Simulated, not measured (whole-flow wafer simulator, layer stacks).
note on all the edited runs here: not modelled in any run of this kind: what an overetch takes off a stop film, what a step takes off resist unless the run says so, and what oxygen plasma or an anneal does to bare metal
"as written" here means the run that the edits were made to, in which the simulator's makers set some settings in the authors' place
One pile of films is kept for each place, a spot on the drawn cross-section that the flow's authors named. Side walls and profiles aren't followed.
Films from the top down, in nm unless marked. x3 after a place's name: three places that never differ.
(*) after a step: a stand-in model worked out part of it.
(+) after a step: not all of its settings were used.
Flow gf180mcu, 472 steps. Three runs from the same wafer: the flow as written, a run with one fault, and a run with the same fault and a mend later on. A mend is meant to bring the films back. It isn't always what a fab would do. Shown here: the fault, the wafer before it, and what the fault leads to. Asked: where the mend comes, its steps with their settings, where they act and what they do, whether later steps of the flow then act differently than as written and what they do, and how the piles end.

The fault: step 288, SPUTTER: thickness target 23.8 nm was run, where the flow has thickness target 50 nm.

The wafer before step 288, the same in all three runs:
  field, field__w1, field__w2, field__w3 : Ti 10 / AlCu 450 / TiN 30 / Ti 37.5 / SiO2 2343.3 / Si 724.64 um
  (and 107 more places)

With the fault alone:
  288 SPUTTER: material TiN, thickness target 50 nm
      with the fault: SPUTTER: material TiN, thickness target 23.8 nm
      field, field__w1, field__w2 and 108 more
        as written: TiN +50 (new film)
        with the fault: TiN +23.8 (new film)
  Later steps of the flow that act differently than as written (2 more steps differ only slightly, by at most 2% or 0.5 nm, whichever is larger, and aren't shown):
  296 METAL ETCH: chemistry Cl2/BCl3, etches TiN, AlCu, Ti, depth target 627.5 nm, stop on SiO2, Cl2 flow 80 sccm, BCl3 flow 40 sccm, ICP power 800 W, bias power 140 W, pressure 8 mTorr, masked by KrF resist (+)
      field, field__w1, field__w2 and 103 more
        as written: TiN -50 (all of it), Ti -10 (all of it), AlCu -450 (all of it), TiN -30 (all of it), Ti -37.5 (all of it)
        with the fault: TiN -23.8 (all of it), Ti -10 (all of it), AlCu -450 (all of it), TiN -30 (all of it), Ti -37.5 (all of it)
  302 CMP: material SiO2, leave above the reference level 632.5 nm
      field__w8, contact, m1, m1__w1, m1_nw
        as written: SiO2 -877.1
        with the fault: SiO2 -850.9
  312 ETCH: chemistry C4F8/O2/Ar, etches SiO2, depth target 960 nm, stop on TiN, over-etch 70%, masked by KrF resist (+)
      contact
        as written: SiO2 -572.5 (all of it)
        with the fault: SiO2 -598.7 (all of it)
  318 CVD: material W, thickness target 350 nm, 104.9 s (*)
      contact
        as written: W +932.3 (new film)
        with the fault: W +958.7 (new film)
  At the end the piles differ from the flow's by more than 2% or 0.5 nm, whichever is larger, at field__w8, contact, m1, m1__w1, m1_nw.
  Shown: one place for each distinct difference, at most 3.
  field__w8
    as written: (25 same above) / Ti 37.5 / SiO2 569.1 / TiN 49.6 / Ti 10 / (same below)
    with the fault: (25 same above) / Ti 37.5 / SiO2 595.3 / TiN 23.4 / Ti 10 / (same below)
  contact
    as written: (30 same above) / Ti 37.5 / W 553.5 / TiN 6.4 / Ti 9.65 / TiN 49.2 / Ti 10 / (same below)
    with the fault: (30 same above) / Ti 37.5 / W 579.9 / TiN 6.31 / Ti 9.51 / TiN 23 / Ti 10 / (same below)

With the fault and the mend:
  The mend comes after step 288.
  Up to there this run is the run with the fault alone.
  288a SPUTTER: material TiN, thickness target 26.2 nm (the flow's step 288 once more, with other settings)
      field, field__w1, field__w2 and 108 more
        TiN +26.2
  No later step of the flow acts differently than as written at any place that is followed.
  At the end the piles are the same as the flow's at every place that both follow.
